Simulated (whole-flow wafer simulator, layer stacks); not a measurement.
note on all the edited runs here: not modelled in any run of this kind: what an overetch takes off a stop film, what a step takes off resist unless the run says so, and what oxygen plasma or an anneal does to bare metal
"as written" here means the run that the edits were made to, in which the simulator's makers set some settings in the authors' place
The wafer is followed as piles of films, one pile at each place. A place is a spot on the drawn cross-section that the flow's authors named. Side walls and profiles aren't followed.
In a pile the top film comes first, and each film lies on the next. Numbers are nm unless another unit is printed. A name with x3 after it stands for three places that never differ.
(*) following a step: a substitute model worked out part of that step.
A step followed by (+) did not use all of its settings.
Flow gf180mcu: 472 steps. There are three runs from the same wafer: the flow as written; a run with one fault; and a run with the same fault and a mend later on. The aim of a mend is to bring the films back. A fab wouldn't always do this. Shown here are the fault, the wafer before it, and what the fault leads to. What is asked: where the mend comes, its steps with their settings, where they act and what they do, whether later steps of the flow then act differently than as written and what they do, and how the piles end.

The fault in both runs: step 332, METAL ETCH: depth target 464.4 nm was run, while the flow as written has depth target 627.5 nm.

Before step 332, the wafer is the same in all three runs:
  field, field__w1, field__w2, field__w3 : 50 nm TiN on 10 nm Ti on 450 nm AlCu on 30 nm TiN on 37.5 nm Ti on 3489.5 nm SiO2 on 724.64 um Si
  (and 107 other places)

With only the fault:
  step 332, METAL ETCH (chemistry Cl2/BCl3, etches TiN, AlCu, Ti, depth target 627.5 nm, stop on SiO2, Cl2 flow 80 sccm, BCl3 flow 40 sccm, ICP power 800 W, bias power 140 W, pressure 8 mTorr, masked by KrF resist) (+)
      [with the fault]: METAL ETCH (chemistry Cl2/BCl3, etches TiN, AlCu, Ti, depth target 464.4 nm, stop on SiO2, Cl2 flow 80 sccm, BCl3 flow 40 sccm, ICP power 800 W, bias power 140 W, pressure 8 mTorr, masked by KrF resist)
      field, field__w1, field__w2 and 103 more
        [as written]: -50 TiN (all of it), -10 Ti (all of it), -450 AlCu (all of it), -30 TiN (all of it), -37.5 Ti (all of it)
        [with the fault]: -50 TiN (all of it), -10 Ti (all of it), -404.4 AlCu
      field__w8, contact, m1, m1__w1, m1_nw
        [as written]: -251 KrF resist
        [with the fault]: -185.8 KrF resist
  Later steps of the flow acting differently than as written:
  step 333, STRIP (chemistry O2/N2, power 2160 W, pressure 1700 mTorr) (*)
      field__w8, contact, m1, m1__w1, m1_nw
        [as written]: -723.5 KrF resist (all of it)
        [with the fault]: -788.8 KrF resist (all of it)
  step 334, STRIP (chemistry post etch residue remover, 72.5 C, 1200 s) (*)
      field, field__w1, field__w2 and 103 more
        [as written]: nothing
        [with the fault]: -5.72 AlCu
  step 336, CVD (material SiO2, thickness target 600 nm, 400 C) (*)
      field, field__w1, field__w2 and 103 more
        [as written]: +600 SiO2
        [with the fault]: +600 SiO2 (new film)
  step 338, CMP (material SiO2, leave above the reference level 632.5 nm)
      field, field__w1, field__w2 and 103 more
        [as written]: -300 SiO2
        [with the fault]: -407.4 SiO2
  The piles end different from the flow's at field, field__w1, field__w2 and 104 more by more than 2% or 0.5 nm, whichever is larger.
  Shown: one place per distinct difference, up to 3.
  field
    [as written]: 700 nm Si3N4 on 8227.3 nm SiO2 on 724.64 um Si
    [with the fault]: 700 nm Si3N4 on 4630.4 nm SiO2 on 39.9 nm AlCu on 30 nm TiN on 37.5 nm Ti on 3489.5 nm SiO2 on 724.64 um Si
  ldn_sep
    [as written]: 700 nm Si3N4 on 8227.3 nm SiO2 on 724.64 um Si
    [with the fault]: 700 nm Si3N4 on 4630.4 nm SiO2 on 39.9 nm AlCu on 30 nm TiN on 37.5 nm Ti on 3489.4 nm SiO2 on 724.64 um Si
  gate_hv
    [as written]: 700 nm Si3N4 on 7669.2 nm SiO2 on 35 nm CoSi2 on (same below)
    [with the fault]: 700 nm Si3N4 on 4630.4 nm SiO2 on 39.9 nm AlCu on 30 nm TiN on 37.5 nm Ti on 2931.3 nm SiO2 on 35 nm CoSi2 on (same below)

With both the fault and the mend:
  The mend stands after step 332.
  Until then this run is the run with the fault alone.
  step 332a, METAL ETCH (chemistry Cl2/BCl3, etches TiN, AlCu, Ti, depth target 163.1 nm, stop on SiO2, Cl2 flow 80 sccm, BCl3 flow 40 sccm, ICP power 800 W, bias power 140 W, pressure 8 mTorr, masked by KrF resist) (+) (a further turn of the flow's step 332, with different settings)
      field, field__w1, field__w2 and 103 more
        -45.6 AlCu (all of it), -30 TiN (all of it), -37.5 Ti (all of it)
      field__w8, contact, m1, m1__w1, m1_nw
        -65.2 KrF resist
  None of the later steps of the flow acts differently than as written at any place that is followed.
  By the end, the piles equal the flow's at every place that both follow.
